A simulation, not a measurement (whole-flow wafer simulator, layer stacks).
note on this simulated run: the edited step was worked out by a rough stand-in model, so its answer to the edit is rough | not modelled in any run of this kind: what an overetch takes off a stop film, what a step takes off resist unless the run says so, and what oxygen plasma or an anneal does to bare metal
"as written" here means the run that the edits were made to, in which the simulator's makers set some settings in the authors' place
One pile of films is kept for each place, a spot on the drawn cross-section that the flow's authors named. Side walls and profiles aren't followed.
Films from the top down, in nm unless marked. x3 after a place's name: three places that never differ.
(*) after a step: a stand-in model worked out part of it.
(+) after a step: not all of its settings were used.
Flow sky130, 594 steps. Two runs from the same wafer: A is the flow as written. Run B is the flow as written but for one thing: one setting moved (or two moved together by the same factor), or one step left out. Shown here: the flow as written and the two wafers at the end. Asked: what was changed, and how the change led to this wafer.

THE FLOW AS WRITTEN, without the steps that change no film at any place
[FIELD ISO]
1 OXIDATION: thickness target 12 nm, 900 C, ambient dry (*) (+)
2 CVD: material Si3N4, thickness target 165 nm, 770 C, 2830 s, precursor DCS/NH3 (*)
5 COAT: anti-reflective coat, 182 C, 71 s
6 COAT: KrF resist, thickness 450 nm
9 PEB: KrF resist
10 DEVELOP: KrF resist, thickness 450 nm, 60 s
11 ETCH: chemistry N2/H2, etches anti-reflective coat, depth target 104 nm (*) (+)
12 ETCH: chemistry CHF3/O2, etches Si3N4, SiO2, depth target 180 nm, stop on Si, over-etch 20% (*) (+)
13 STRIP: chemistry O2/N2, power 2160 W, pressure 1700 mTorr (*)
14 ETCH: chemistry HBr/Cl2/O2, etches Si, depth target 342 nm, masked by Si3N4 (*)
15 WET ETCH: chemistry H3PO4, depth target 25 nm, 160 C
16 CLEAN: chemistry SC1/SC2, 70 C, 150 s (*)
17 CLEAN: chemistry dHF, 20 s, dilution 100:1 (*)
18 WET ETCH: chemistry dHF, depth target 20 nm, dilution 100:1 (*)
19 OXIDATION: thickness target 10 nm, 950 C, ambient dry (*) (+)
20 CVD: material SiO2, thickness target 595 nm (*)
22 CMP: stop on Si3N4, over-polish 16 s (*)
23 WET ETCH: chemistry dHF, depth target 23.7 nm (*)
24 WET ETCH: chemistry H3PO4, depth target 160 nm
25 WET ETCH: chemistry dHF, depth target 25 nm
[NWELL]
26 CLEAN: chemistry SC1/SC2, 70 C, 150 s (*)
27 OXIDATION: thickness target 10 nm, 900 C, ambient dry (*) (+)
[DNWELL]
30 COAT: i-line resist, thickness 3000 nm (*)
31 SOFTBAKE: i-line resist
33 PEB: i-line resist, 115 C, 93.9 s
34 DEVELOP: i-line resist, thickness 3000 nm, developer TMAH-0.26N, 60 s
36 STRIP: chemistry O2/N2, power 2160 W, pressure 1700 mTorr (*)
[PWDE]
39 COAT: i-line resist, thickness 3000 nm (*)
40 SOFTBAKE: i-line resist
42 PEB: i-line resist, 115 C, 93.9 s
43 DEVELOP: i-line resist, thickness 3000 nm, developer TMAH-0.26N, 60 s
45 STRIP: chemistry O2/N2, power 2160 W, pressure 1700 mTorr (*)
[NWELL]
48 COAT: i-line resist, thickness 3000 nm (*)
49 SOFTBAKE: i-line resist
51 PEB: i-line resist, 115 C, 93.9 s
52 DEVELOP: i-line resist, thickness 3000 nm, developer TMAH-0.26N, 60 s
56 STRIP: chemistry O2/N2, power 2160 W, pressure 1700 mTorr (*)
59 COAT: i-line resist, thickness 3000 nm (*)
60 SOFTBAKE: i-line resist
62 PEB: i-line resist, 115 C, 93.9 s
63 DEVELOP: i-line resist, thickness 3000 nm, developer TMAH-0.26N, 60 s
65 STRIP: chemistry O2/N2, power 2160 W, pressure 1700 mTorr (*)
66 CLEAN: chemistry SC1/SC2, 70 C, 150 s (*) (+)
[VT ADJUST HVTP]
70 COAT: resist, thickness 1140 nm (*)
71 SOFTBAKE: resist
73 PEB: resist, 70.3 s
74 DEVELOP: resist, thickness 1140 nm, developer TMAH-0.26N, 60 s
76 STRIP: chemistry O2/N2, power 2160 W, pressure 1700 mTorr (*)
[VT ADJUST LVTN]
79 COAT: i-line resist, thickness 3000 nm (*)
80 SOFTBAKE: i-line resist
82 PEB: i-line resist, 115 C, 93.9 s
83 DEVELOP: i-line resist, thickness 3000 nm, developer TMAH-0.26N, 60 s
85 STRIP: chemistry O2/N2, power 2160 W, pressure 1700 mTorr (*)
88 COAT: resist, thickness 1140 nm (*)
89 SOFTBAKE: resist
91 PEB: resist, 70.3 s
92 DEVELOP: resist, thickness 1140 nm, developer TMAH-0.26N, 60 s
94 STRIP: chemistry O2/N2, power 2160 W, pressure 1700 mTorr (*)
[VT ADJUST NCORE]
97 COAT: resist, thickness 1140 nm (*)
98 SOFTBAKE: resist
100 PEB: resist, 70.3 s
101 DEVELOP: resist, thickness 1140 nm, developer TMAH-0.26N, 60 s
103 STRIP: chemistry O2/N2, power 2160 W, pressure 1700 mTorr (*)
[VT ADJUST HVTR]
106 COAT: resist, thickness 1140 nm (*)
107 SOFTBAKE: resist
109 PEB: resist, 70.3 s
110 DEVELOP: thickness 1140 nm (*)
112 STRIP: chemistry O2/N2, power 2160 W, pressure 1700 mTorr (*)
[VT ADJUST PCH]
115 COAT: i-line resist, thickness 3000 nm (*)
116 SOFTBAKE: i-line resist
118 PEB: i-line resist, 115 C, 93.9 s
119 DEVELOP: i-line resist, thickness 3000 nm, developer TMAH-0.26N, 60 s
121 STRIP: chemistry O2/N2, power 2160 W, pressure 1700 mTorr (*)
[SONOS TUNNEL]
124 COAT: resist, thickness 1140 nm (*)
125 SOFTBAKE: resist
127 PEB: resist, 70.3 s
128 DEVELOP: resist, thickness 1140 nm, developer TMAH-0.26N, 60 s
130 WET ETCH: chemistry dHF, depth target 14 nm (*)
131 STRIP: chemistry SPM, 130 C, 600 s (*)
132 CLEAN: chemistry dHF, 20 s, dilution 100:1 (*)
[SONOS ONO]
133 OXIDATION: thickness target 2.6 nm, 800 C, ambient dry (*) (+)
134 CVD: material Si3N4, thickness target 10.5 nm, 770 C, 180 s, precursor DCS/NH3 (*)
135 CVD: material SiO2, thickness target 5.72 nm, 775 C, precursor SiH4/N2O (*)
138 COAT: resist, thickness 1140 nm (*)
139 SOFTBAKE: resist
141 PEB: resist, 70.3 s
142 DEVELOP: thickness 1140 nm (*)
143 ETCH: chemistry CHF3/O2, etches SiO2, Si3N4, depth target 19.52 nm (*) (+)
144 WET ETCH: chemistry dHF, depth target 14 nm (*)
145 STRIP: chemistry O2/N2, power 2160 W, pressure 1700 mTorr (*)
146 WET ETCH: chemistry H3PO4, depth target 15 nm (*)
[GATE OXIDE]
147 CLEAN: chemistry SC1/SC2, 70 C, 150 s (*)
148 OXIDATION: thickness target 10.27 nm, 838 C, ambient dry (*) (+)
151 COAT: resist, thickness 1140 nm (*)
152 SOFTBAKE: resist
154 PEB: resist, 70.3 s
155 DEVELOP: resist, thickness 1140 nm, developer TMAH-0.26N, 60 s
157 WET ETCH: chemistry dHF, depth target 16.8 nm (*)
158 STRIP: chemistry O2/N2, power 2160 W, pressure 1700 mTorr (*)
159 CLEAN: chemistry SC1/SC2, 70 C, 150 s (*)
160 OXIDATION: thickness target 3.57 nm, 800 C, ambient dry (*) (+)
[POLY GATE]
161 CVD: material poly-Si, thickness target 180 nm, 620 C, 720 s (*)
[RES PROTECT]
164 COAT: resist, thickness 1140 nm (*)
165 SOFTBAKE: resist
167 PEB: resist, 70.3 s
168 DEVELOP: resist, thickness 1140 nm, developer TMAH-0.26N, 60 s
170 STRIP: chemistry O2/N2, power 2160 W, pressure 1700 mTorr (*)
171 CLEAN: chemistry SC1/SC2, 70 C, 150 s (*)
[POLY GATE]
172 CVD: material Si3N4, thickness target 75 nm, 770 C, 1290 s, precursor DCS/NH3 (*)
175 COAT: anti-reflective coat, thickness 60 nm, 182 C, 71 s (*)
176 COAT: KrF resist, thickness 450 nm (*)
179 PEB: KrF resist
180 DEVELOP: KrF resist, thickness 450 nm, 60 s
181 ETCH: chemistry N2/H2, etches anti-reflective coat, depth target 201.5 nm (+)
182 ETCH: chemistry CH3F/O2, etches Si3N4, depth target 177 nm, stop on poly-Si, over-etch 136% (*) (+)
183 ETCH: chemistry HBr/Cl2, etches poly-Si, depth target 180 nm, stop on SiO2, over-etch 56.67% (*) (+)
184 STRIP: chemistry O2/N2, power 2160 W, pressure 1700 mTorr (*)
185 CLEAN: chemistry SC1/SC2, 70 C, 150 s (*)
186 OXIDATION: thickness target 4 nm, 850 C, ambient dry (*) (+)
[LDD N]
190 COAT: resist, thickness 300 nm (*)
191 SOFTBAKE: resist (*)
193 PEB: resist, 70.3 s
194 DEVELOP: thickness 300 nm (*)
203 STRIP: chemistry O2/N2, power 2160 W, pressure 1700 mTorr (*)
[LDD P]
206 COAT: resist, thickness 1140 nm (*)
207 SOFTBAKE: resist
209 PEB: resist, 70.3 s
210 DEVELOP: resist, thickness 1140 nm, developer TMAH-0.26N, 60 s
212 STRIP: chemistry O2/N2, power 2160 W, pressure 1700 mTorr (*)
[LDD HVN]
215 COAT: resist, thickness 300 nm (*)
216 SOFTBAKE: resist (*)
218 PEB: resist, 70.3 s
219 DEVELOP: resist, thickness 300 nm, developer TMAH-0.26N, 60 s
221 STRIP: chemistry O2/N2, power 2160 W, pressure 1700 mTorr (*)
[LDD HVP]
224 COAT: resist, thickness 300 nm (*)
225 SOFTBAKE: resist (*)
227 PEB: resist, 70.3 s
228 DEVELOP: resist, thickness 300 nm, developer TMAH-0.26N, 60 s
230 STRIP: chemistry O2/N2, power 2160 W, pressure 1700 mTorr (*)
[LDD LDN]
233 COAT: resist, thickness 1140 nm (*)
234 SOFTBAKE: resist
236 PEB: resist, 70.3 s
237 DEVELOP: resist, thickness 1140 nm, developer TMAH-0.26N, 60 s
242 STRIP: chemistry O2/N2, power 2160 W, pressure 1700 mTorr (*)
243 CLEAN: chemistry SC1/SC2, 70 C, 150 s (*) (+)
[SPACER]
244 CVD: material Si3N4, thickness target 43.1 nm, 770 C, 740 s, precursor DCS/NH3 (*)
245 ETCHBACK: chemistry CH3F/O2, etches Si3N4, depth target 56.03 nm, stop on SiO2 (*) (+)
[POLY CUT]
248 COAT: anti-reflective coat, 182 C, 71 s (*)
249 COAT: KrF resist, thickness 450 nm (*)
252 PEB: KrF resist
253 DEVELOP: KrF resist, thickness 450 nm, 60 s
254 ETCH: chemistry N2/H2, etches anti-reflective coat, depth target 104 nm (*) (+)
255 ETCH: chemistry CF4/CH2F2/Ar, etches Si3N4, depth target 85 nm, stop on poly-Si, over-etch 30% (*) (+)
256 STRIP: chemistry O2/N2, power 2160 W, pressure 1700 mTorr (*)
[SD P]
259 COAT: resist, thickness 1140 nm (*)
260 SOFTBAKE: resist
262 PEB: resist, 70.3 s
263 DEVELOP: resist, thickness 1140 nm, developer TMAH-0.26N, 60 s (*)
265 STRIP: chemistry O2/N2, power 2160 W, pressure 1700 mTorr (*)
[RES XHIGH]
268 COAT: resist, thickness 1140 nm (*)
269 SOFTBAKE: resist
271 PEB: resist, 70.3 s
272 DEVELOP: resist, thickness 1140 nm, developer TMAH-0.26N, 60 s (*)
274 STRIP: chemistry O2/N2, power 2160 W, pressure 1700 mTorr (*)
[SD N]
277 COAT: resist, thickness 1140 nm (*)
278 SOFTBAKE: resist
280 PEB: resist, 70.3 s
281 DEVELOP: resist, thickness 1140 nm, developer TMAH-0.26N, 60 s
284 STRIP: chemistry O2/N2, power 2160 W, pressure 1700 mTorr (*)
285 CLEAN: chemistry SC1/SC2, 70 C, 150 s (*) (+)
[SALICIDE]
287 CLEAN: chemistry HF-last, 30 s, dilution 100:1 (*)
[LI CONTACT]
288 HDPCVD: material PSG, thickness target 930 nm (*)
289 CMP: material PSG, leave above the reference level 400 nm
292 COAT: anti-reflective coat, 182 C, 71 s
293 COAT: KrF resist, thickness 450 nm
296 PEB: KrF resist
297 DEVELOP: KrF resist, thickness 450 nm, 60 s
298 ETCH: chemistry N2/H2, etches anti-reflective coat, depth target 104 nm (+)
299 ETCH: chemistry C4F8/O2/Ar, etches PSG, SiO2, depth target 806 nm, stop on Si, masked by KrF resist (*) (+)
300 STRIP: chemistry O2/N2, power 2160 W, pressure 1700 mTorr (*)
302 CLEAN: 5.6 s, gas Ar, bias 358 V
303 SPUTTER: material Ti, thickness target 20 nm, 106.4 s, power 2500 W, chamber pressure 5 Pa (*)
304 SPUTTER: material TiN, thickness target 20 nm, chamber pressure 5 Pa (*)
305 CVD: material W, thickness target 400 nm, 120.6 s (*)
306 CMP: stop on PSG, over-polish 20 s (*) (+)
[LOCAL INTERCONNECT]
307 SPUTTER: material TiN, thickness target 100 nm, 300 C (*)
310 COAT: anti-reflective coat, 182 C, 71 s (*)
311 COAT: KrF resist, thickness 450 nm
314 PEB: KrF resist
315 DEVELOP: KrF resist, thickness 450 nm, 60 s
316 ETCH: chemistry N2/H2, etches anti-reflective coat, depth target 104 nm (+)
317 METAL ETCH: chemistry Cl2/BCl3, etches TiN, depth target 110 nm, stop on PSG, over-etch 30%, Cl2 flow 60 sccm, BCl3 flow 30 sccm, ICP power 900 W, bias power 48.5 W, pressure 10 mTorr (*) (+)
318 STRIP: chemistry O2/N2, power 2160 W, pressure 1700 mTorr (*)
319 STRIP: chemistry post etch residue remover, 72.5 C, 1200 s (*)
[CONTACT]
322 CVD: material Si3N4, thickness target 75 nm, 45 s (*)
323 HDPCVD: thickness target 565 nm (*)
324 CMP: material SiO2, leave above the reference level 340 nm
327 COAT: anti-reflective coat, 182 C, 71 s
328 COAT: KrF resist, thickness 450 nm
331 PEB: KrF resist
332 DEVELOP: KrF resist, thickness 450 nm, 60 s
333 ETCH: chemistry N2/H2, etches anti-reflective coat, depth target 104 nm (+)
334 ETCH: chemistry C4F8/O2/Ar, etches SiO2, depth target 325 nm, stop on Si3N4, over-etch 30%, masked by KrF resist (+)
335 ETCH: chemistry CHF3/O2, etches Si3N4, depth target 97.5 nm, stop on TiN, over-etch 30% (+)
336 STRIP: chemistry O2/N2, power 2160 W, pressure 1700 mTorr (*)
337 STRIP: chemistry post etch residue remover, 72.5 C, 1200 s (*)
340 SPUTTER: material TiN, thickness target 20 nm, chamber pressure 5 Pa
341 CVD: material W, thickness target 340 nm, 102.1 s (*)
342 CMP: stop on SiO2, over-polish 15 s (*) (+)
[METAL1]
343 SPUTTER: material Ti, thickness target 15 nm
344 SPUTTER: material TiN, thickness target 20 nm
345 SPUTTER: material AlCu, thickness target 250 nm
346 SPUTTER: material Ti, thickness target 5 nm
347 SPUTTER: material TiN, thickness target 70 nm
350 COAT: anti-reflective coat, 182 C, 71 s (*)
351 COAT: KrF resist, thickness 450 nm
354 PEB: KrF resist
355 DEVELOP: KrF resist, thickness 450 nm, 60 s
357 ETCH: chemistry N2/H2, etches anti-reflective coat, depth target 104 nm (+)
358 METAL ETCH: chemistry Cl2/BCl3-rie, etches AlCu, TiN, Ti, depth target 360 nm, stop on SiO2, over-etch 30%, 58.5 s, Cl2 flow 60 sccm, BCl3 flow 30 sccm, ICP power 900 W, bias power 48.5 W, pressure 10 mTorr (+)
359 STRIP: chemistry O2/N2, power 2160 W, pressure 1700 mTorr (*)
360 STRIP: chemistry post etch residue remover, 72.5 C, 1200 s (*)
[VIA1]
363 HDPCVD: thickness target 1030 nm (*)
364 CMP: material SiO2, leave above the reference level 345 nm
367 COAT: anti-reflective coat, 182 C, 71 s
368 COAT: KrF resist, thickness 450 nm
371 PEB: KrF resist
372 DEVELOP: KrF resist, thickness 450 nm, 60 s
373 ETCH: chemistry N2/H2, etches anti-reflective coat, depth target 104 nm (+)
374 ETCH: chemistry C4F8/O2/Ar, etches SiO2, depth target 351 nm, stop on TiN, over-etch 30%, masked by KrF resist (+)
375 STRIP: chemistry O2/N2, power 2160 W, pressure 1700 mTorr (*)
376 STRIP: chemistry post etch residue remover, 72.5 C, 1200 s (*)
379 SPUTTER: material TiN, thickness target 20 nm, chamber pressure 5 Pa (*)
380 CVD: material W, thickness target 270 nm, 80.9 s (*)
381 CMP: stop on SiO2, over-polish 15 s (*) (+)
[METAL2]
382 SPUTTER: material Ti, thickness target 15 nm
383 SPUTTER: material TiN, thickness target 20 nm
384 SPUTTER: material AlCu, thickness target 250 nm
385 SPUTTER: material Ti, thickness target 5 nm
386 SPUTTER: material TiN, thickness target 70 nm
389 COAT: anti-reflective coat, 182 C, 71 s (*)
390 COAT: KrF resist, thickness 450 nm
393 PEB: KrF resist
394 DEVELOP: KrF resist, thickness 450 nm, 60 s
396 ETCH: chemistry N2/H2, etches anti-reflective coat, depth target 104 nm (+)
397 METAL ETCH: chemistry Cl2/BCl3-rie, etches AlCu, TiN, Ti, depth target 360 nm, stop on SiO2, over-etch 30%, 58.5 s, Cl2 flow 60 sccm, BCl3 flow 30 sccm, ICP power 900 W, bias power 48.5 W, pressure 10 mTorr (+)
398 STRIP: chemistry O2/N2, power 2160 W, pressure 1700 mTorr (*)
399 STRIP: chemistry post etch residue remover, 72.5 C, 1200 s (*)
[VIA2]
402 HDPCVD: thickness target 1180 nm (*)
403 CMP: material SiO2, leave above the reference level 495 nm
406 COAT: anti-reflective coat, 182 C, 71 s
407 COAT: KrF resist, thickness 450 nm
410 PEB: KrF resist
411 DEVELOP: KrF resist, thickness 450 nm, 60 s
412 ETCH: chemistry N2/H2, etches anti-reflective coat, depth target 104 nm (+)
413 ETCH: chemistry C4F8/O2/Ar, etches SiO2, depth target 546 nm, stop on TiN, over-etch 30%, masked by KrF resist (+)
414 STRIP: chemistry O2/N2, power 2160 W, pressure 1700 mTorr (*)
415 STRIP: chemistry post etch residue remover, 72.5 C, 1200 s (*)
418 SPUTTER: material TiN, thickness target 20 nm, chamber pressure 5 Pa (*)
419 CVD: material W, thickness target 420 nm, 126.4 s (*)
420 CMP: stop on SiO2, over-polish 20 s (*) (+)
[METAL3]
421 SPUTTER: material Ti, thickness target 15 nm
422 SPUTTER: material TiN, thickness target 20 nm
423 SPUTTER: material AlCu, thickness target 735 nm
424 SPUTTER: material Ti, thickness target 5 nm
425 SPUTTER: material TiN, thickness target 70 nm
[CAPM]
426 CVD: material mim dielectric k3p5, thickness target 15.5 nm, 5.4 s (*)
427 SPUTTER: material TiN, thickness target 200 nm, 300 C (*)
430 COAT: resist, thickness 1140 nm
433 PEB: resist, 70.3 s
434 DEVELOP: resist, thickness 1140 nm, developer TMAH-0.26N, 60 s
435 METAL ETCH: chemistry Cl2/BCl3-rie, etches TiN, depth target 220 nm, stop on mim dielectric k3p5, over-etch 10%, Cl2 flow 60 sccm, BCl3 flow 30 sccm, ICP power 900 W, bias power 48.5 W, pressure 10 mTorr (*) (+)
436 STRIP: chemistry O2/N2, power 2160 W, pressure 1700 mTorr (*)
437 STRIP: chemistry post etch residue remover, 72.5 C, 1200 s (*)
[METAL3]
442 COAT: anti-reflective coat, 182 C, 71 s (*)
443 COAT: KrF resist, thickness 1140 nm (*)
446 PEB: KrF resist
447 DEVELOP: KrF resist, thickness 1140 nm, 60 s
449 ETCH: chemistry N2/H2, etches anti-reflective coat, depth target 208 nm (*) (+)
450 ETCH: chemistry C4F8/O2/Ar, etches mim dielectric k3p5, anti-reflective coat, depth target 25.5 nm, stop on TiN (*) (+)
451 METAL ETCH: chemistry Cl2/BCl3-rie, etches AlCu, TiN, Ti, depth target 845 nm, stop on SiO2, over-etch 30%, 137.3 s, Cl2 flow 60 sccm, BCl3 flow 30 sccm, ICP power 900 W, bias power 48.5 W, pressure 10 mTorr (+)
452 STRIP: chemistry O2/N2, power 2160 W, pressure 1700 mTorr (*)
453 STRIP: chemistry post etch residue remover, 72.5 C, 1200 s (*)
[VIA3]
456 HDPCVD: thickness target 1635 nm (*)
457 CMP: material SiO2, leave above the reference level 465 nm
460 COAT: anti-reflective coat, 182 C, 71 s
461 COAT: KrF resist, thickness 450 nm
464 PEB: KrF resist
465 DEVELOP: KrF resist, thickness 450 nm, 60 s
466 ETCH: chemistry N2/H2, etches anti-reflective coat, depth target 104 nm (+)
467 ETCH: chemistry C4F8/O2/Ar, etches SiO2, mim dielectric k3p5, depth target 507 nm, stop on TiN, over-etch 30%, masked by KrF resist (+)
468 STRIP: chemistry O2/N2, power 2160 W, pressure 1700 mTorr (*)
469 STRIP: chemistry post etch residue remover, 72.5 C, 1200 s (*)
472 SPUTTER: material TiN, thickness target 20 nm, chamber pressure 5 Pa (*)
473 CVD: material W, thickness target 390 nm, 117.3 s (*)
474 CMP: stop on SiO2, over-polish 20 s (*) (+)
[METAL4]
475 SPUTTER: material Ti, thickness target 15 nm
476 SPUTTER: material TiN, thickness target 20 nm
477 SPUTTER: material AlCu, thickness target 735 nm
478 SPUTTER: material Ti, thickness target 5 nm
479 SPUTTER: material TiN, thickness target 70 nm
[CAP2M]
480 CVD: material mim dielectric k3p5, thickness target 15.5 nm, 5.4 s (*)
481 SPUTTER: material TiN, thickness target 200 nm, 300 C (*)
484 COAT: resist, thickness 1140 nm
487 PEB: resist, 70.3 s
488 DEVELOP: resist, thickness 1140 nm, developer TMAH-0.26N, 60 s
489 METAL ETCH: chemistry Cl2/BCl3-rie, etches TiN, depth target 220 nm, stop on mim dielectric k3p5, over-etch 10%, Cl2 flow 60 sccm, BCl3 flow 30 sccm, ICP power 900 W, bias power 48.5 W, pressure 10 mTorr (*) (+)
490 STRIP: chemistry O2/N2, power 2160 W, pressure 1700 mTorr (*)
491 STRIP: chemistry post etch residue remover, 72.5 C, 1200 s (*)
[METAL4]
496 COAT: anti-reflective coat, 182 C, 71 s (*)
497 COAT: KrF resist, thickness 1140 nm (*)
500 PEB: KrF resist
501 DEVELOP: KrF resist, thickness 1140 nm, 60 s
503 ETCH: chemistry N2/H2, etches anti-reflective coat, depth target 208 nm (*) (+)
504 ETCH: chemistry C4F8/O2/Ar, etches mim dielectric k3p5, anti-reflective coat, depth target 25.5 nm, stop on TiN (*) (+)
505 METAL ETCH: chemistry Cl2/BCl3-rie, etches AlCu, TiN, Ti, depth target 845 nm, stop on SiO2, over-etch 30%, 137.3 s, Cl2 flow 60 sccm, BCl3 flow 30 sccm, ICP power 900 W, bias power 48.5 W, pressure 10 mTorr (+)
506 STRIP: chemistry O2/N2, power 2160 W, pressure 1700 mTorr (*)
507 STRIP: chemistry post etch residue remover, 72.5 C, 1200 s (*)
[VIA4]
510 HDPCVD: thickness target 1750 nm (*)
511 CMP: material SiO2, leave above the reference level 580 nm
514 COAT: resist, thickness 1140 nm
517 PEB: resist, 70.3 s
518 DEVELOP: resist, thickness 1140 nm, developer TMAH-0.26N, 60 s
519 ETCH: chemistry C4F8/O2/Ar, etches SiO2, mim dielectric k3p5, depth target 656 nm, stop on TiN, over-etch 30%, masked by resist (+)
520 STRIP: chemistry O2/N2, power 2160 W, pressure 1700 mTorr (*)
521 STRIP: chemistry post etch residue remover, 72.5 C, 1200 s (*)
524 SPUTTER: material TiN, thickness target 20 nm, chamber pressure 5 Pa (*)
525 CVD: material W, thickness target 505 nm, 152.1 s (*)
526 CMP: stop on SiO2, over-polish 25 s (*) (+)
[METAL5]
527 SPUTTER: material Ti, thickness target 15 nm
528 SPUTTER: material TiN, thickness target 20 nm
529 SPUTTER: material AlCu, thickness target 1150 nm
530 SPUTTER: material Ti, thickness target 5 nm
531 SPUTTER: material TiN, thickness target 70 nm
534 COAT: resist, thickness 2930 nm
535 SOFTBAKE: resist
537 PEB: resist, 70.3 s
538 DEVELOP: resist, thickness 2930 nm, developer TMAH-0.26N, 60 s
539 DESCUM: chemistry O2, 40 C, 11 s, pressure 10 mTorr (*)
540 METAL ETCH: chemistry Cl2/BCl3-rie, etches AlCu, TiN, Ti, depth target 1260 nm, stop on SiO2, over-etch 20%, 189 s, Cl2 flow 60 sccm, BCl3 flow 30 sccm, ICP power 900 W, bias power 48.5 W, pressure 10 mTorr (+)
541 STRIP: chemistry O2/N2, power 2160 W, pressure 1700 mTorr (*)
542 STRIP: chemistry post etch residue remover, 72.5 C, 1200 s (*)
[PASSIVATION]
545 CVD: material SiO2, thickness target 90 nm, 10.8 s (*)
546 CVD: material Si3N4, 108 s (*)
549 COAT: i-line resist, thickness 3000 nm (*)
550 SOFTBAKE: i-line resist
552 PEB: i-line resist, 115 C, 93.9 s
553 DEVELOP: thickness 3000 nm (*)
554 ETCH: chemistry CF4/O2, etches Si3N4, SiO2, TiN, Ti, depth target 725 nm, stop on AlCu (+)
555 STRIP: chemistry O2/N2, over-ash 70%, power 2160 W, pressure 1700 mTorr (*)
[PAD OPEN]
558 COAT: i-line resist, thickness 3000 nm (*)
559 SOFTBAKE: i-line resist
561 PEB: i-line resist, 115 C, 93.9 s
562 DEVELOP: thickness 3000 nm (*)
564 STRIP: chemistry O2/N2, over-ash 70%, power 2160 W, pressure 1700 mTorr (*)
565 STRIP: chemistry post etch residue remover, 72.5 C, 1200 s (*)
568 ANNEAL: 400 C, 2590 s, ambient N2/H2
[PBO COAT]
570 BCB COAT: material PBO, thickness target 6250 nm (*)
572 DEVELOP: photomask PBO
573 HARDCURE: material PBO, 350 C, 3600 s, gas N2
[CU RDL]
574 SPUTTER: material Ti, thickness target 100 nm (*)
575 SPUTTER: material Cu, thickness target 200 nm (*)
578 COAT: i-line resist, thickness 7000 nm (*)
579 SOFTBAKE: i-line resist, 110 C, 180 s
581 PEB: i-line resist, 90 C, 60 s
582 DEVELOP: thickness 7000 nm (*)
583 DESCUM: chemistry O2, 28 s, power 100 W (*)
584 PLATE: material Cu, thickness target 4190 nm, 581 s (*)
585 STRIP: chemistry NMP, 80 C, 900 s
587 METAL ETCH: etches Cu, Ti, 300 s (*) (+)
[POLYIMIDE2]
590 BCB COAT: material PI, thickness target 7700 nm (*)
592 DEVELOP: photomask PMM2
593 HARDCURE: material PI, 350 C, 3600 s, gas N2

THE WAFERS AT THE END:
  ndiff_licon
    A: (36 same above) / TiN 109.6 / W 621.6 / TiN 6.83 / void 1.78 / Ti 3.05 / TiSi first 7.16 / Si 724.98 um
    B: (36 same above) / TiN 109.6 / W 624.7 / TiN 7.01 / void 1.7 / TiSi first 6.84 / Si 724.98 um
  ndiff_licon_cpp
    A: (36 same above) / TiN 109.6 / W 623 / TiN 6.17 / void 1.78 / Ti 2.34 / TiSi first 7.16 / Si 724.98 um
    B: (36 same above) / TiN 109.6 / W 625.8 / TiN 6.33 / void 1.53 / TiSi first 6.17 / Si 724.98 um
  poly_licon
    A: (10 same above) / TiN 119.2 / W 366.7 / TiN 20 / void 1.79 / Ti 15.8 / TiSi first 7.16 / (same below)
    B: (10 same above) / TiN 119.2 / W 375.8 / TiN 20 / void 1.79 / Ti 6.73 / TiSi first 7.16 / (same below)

The cause: step 303, SPUTTER: 58.5 s was run, where the flow has 106.4 s.

How the change led to this, step by step:
  303 SPUTTER: material Ti, thickness target 20 nm, 106.4 s, power 2500 W, chamber pressure 5 Pa (*)
      field, active, n_well and 185 more: A Ti +20 (new film) | B Ti +10.9 (new film)
      ndiff_licon: A Ti +7.24 (new film) | B Ti +4 (new film)
      (and at 2 more places)
  306 CMP: stop on PSG, over-polish 20 s (*) (+)
      field, active, n_well and 184 more: A W -400 (all of it), TiN -20 (all of it), Ti -20 (all of it), PSG -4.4 | B W -400 (all of it), TiN -20 (all of it), Ti -10.9 (all of it), PSG -4.4
      ndiff_licon, ndiff_licon_cpp, rpo_hd_licon: A W -444.9 | B W -435.8
      (and at 1 more place)
  568 ANNEAL: 400 C, 2590 s, ambient N2/H2
      ndiff_licon_cpp: A under 37 films: void +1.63 (new film), Ti -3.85, TiSi first +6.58 (new film), Si -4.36 | B under 37 films: void +1.53 (new film), TiSi first +6.17 (new film), Ti -3.61 (all of it), Si -4.09
Counting metal films that touch as one body, ndiff_licon has 5 bodies (between them, from the top down: SiO2 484 / mim dielectric k3p5 15.5; SiO2 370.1 / mim dielectric k3p5 15.5; SiO2 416; SiO2 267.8); the flow as written gives 6 bodies (between them, from the top down: SiO2 484 / mim dielectric k3p5 15.5; SiO2 370.1 / mim dielectric k3p5 15.5; SiO2 416; SiO2 267.8; void 1.78).
Counting metal films that touch as one body, ndiff_licon_cpp has 5 bodies (between them, from the top down: SiO2 484 / mim dielectric k3p5 15.5; SiO2 370.1 / mim dielectric k3p5 15.5; SiO2 416; SiO2 267.8); the flow as written gives 6 bodies (between them, from the top down: SiO2 484 / mim dielectric k3p5 15.5; SiO2 370.1 / mim dielectric k3p5 15.5; SiO2 416; SiO2 267.8; void 1.78).
